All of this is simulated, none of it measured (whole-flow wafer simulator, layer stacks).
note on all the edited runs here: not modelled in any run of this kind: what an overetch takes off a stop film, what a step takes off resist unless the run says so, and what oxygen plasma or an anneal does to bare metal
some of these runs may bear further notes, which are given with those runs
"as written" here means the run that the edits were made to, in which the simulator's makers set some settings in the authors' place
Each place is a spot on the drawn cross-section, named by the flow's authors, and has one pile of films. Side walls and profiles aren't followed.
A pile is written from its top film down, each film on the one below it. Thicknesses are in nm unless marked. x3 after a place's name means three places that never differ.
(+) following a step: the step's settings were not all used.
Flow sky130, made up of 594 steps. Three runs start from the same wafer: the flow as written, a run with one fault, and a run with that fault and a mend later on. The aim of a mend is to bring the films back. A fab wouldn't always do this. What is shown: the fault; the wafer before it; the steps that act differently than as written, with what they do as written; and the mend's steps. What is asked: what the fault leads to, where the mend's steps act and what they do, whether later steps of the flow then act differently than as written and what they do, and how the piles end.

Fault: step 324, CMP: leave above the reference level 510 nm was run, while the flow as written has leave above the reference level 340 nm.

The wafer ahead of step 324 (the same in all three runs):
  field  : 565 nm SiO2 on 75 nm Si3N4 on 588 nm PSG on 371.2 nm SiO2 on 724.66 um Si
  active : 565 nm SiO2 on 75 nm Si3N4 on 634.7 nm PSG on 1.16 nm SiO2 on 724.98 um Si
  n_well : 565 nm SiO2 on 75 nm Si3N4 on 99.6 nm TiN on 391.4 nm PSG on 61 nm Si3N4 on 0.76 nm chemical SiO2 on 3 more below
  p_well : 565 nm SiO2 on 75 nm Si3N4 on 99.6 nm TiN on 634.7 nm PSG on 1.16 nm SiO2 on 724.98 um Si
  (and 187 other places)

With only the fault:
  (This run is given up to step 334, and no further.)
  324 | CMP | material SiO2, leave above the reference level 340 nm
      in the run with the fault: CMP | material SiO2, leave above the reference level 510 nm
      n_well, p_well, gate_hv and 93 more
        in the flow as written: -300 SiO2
        in the run with the fault: -130 SiO2
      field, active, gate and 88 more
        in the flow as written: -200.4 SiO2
        in the run with the fault: -30.4 SiO2
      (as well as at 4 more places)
  Steps later in the flow that act otherwise than as written:
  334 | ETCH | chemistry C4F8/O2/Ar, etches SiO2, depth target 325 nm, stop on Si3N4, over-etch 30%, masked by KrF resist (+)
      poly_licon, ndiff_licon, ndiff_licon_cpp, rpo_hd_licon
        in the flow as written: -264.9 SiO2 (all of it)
        in the run with the fault: -325 SiO2
  The piles after step 334 differ from the flow's at field, active, n_well and 188 more by more than 2% or 0.5 nm, whichever is larger.
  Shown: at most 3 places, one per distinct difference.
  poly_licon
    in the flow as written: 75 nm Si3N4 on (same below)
    in the run with the fault: 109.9 nm SiO2 on 75 nm Si3N4 on (same below)
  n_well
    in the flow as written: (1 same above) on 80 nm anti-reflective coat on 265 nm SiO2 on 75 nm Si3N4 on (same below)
    in the run with the fault: (1 same above) on 80 nm anti-reflective coat on 435 nm SiO2 on 75 nm Si3N4 on (same below)
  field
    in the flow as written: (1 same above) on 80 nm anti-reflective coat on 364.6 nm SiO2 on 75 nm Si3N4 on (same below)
    in the run with the fault: (1 same above) on 80 nm anti-reflective coat on 534.6 nm SiO2 on 75 nm Si3N4 on (same below)

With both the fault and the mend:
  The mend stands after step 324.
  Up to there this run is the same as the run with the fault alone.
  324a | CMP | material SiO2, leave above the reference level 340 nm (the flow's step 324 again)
      field, active, n_well and 188 more
        -170 SiO2
  None of the later steps of the flow acts differently than as written at any place that is followed.
  By the end, the piles equal the flow's at every place that both follow.
